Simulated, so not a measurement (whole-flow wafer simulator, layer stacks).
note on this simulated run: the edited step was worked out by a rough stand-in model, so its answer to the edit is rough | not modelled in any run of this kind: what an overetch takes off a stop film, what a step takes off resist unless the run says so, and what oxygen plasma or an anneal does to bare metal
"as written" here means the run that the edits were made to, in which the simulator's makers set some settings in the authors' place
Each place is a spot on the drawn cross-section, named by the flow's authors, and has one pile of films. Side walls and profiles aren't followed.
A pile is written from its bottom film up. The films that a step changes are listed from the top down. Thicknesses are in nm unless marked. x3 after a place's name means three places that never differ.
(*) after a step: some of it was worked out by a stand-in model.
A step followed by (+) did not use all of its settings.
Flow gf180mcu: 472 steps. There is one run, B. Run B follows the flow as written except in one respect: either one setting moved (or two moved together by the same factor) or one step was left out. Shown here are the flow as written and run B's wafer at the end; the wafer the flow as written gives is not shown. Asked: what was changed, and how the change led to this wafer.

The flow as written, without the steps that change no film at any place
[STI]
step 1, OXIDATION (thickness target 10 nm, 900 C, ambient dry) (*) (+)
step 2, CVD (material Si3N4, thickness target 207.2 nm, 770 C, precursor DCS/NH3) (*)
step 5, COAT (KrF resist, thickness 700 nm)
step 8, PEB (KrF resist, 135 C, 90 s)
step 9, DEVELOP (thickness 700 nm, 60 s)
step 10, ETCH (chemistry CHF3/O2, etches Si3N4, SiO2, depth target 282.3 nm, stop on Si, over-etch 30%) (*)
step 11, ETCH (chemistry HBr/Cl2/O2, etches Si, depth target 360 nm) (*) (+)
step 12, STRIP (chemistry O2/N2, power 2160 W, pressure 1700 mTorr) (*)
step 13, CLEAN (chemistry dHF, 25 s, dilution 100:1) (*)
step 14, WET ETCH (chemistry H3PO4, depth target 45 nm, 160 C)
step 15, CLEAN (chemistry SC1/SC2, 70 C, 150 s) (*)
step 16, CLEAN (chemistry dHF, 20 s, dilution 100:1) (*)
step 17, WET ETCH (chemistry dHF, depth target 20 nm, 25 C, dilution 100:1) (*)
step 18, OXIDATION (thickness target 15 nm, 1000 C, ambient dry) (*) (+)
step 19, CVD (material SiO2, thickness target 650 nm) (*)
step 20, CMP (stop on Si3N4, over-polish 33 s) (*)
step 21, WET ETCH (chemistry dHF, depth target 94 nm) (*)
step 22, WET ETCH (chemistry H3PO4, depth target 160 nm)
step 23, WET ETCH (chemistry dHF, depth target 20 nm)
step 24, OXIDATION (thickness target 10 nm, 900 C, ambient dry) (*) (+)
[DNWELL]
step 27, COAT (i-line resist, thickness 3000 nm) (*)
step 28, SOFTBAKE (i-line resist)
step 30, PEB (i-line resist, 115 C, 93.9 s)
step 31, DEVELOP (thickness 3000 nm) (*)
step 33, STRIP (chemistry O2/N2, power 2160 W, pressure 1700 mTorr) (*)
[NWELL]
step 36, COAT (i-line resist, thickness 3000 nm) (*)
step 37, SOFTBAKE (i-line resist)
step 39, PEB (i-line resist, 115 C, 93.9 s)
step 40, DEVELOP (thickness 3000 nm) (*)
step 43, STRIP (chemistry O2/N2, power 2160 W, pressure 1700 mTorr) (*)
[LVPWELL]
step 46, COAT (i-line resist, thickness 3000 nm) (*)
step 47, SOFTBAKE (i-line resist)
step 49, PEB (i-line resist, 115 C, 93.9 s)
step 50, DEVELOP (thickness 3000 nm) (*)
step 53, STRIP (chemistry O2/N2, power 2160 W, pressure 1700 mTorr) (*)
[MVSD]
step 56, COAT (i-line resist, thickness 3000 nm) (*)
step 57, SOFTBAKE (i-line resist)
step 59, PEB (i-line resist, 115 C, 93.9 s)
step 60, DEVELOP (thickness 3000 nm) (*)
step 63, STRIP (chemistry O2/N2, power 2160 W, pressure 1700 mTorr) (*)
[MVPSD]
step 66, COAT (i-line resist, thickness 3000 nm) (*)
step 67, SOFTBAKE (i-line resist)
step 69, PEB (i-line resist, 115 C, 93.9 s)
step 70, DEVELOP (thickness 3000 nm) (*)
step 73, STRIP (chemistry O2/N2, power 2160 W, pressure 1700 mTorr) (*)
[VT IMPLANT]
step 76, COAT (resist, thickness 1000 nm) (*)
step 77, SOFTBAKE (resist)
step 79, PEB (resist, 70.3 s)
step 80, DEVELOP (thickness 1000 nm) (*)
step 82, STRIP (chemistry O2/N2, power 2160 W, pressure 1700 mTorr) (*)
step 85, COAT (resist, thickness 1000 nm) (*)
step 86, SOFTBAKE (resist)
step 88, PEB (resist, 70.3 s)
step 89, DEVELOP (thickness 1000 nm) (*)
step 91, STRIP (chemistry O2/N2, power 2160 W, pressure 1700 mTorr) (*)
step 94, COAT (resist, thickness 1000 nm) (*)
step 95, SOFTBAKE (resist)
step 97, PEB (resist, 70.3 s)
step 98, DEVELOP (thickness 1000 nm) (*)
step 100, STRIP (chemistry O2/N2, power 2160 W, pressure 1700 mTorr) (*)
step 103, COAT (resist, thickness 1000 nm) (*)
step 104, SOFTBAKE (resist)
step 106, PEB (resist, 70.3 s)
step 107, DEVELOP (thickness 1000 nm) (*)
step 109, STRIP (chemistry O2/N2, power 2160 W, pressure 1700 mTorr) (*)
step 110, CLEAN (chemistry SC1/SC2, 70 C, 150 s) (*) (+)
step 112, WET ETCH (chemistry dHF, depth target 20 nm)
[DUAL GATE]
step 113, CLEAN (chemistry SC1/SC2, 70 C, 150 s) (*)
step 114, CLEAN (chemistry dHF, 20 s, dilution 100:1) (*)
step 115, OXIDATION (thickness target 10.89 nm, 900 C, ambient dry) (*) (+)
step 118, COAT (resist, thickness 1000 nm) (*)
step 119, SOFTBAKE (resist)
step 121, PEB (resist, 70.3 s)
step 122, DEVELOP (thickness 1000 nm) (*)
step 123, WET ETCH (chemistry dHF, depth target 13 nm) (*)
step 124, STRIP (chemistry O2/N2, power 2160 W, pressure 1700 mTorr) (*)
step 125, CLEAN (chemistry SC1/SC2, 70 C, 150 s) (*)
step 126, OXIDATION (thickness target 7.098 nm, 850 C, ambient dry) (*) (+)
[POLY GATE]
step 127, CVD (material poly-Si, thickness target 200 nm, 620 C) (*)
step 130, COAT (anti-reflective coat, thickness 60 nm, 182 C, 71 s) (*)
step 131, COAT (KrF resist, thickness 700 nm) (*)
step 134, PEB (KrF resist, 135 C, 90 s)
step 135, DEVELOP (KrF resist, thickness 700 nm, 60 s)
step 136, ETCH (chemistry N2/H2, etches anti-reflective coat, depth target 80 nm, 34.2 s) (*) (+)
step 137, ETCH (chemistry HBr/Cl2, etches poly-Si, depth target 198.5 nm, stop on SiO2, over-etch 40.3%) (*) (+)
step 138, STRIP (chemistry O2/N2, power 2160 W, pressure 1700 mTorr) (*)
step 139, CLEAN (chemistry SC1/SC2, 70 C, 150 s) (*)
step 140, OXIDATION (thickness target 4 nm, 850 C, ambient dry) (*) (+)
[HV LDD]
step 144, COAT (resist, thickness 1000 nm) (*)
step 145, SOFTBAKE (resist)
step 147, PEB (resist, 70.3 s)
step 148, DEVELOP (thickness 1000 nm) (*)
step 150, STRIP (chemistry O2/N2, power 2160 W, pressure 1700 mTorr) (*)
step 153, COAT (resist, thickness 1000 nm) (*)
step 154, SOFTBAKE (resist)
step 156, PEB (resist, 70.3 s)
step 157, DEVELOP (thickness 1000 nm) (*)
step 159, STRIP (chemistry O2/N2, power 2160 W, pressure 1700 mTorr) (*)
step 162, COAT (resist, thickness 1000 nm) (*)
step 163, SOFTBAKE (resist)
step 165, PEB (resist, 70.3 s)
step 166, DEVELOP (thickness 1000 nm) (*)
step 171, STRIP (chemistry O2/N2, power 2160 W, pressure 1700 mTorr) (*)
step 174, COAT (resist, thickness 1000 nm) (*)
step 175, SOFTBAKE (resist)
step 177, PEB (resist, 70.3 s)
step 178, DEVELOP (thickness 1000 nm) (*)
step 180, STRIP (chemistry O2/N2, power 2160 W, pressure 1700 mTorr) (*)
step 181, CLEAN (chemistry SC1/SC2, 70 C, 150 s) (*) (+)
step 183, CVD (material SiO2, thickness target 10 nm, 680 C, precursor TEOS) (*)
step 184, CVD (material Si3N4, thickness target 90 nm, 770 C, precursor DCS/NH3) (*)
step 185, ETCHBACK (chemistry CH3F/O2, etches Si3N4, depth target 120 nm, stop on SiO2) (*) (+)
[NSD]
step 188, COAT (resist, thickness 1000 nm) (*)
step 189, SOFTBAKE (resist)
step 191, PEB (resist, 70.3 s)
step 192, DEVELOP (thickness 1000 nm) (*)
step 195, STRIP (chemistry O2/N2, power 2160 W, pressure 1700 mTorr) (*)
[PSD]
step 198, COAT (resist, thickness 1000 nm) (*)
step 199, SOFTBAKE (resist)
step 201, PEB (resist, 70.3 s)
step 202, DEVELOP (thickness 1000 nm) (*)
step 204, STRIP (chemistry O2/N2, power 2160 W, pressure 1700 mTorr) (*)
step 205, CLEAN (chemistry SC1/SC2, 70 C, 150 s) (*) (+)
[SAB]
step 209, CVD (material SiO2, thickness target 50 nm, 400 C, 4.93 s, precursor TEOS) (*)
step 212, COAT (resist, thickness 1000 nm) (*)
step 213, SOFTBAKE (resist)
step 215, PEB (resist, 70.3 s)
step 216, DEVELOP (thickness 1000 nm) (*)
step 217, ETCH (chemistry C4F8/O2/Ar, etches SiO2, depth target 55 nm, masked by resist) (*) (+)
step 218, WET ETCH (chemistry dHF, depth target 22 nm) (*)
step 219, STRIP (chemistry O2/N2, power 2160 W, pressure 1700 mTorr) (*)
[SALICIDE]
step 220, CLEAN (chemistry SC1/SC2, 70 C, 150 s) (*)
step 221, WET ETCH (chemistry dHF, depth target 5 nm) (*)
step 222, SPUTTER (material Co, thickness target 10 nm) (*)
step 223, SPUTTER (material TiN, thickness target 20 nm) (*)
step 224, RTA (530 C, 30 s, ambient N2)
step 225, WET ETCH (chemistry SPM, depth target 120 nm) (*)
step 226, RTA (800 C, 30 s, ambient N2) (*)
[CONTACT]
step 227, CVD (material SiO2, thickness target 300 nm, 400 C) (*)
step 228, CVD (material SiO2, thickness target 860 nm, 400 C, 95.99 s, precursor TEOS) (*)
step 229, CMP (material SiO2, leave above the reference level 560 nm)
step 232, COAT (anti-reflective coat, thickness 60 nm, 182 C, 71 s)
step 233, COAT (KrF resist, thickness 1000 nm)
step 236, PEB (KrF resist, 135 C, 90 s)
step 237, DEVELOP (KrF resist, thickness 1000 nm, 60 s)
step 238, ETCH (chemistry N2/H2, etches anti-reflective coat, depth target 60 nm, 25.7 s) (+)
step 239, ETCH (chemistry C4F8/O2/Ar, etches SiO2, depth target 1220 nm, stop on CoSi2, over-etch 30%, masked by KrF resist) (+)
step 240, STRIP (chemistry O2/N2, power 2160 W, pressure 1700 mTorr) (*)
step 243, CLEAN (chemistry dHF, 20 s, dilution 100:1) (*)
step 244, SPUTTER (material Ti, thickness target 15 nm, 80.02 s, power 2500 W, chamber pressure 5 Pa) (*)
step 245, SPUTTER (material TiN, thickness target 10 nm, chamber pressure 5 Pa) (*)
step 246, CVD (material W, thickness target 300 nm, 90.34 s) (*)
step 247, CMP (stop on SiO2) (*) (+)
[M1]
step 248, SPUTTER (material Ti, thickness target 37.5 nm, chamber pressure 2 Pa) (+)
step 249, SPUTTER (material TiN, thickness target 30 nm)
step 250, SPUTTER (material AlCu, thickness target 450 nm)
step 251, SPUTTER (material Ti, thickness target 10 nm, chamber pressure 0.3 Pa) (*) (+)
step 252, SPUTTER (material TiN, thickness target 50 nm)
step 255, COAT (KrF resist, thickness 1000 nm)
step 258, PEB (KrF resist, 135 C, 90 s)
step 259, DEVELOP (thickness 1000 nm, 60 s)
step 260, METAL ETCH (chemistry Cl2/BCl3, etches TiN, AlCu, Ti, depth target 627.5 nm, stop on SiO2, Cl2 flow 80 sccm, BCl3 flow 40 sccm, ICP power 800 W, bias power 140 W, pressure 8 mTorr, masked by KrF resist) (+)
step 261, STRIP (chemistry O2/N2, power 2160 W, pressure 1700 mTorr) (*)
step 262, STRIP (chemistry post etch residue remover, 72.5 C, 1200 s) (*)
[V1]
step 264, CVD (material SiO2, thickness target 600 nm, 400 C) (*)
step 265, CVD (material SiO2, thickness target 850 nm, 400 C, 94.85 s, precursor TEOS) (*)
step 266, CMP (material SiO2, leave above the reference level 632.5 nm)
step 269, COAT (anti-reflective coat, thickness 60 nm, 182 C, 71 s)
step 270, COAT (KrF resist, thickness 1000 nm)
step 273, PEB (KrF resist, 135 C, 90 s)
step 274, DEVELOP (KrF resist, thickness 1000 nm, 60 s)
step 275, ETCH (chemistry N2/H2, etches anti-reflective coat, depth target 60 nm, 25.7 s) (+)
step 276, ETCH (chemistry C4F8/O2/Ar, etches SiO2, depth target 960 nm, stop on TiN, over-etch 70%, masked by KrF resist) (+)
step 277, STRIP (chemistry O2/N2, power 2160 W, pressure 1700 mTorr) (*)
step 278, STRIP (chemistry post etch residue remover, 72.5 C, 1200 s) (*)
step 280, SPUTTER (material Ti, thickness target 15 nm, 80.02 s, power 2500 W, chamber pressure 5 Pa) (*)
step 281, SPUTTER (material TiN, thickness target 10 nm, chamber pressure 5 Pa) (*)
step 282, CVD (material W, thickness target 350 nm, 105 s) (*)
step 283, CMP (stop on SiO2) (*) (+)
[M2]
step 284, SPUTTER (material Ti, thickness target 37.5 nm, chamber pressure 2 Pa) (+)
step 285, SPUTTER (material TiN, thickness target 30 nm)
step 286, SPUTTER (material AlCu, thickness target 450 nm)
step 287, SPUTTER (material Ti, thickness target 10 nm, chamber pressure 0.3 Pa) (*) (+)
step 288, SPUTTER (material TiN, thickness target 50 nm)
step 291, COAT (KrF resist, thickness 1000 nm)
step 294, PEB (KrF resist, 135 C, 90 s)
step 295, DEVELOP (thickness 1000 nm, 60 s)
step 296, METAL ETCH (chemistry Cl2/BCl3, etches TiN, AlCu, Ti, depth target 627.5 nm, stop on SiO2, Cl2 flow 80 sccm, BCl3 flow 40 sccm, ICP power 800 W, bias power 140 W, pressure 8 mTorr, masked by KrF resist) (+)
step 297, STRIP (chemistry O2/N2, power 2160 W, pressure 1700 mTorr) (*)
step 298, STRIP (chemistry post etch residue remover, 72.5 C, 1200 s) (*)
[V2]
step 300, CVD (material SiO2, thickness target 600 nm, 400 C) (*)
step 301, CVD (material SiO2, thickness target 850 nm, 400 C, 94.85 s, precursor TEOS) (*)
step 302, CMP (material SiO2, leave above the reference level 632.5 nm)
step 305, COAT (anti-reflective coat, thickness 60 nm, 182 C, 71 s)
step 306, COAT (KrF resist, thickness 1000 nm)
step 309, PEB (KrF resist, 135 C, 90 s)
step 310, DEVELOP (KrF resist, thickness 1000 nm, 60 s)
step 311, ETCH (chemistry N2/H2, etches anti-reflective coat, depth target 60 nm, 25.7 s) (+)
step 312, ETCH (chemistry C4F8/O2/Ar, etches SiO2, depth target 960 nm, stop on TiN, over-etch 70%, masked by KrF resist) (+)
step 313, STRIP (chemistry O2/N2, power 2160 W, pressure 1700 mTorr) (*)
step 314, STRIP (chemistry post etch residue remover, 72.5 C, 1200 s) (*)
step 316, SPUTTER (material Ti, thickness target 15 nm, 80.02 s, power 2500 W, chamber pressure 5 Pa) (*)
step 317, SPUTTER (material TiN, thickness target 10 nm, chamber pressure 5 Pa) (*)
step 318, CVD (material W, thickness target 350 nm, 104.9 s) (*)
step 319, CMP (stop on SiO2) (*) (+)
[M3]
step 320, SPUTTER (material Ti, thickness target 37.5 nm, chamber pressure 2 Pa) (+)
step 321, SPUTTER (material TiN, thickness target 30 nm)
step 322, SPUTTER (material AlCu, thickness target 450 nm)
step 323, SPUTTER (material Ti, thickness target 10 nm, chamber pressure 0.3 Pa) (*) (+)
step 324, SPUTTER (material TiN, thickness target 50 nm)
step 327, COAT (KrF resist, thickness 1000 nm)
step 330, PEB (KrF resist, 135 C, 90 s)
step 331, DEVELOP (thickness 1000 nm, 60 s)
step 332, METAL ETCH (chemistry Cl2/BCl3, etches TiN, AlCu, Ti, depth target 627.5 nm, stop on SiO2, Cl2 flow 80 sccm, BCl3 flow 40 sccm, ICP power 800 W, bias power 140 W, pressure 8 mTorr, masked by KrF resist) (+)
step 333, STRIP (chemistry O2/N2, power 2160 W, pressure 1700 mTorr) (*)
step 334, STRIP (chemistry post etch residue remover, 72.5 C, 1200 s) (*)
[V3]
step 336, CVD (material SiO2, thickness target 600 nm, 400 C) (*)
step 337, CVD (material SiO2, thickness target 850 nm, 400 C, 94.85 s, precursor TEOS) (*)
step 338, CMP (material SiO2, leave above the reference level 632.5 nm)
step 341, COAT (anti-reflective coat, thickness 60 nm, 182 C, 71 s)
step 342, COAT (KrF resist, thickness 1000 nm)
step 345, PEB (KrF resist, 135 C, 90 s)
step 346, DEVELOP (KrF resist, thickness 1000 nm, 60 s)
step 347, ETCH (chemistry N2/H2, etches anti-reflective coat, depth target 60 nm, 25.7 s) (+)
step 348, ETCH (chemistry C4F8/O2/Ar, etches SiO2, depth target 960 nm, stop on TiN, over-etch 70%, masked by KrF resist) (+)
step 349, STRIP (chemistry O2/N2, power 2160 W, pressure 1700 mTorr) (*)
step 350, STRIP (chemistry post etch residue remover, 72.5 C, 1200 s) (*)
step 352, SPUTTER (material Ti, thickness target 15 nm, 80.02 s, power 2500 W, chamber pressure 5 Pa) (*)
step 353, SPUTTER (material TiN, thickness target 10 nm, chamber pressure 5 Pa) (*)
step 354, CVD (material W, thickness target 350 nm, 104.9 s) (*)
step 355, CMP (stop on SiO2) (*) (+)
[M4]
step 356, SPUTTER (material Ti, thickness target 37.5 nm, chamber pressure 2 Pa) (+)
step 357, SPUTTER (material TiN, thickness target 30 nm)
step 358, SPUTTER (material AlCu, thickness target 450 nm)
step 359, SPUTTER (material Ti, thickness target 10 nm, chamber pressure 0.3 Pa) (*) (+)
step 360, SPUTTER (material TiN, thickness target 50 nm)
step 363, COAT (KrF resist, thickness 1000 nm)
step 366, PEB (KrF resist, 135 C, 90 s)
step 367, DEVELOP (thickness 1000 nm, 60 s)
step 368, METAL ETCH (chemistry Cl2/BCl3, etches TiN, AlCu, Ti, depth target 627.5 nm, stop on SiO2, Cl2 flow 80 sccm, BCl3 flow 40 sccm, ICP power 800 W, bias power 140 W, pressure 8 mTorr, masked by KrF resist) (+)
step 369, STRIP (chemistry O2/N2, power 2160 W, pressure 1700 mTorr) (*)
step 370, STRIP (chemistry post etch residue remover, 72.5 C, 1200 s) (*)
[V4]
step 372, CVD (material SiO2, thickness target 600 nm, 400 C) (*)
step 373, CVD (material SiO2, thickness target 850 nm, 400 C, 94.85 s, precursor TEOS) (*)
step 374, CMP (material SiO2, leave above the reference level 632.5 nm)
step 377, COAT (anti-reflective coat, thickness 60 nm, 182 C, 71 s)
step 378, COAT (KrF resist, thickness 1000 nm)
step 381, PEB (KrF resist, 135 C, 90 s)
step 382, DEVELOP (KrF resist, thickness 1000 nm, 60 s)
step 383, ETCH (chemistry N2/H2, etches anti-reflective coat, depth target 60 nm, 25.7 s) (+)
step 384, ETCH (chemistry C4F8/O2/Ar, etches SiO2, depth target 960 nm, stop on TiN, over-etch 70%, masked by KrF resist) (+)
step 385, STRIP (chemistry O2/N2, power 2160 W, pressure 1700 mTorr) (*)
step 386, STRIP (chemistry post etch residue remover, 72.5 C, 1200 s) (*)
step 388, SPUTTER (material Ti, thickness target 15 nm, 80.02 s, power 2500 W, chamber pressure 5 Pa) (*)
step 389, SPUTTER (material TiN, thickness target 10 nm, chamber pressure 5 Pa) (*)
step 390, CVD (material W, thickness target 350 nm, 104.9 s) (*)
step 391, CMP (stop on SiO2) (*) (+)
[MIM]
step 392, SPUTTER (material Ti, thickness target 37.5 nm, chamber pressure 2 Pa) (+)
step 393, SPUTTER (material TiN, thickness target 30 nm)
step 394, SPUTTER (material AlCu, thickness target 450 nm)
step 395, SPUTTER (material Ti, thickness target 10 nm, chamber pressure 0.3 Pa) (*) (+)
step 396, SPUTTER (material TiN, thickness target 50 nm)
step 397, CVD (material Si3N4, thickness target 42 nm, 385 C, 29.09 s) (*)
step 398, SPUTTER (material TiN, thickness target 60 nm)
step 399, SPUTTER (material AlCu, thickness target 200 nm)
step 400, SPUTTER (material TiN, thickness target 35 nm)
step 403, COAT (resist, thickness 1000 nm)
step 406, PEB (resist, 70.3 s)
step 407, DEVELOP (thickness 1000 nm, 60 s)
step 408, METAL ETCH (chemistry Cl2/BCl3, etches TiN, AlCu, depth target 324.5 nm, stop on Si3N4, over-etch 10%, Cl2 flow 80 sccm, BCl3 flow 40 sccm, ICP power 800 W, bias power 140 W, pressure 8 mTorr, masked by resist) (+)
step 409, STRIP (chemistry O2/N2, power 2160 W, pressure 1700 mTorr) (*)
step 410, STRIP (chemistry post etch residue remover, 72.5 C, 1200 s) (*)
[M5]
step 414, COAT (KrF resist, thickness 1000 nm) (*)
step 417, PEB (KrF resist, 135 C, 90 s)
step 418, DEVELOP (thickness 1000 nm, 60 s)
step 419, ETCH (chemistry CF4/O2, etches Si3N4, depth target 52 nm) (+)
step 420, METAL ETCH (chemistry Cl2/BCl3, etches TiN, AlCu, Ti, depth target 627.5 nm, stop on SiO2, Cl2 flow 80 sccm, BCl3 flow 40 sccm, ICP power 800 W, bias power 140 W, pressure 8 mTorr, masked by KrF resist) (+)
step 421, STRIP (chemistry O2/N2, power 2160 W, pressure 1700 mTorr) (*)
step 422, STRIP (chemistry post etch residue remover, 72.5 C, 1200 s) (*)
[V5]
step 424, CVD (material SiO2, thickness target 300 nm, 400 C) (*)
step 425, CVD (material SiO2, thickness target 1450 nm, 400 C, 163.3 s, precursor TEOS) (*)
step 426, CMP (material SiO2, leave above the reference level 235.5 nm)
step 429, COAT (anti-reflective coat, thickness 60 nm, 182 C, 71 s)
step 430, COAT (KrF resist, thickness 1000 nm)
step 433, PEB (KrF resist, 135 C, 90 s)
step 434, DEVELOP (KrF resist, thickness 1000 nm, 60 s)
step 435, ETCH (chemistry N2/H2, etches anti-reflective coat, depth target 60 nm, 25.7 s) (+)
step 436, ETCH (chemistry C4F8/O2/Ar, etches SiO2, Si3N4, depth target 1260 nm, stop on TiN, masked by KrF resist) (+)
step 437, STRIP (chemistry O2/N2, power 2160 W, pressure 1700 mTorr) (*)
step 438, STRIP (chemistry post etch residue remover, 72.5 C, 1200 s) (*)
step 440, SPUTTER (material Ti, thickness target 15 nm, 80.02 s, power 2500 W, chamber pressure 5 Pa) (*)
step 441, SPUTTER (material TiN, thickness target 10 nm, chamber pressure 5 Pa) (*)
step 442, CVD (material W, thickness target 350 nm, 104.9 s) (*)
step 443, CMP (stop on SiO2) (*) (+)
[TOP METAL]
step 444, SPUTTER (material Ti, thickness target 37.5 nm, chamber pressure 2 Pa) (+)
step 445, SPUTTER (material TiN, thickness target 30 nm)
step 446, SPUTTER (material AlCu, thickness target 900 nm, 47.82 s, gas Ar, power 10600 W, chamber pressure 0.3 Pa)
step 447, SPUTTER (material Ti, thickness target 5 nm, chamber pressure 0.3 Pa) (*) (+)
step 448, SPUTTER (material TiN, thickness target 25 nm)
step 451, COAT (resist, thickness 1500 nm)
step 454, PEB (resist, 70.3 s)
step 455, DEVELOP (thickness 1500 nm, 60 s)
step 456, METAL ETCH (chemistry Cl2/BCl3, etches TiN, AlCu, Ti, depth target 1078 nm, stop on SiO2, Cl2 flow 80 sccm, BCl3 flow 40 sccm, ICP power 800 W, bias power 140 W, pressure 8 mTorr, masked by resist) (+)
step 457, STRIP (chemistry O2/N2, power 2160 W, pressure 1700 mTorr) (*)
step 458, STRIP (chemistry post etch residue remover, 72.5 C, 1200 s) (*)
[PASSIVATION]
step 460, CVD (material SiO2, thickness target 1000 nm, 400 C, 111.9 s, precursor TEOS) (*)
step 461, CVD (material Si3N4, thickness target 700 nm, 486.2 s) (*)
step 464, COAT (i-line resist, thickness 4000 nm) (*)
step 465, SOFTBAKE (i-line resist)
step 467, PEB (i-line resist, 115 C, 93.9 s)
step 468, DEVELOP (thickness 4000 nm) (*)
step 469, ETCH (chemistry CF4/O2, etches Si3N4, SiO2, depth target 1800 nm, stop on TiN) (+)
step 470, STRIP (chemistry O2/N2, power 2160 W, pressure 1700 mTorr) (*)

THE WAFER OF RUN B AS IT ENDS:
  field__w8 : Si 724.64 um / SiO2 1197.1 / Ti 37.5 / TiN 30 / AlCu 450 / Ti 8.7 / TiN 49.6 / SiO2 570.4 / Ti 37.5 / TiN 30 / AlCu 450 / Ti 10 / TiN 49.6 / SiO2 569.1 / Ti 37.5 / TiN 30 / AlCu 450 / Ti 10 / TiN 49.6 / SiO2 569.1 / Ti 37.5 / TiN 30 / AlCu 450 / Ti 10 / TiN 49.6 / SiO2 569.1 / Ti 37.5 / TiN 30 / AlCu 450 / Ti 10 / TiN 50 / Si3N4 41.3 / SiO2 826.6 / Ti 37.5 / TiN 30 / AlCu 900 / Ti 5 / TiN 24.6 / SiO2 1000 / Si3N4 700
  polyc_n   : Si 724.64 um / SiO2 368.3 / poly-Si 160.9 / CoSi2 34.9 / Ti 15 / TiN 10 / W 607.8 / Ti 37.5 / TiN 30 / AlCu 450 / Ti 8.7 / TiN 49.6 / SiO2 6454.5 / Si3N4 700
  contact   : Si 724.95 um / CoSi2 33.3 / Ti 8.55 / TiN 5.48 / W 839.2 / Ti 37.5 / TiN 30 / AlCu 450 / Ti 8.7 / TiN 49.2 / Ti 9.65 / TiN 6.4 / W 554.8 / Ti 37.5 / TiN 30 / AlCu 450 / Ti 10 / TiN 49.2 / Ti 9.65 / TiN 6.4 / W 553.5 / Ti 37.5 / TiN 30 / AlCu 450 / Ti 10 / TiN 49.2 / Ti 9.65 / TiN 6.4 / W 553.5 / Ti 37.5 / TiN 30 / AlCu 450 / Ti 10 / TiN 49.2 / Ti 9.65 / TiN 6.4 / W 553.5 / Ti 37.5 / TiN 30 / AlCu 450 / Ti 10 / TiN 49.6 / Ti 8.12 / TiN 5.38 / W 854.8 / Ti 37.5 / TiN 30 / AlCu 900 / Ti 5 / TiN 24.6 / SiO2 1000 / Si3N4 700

Cause: step 251, SPUTTER: thickness target 8.7 nm was run, though the flow has thickness target 10 nm.
The wafer lets one read it off: field__w8 has Ti 8.7, and step 251 as written asks for 10 nm.

Step by step, how the change led to this:
  step 251, SPUTTER (material Ti, thickness target 10 nm, chamber pressure 0.3 Pa) (*) (+)
      field, field__w1, field__w2 and 108 more: Ti gains 8.7 (new film) (in the flow as written it would be: Ti gains 10 (new film))
  step 260, METAL ETCH (chemistry Cl2/BCl3, etches TiN, AlCu, Ti, depth target 627.5 nm, stop on SiO2, Cl2 flow 80 sccm, BCl3 flow 40 sccm, ICP power 800 W, bias power 140 W, pressure 8 mTorr, masked by KrF resist) (+)
      field, field__w1, field__w2 and 99 more: TiN loses 50 (all of it), Ti loses 8.7 (all of it), AlCu loses 450 (all of it), TiN loses 30 (all of it), Ti loses 37.5 (all of it) (in the flow as written it would be: TiN loses 50 (all of it), Ti loses 10 (all of it), AlCu loses 450 (all of it), TiN loses 30 (all of it), Ti loses 37.5 (all of it))
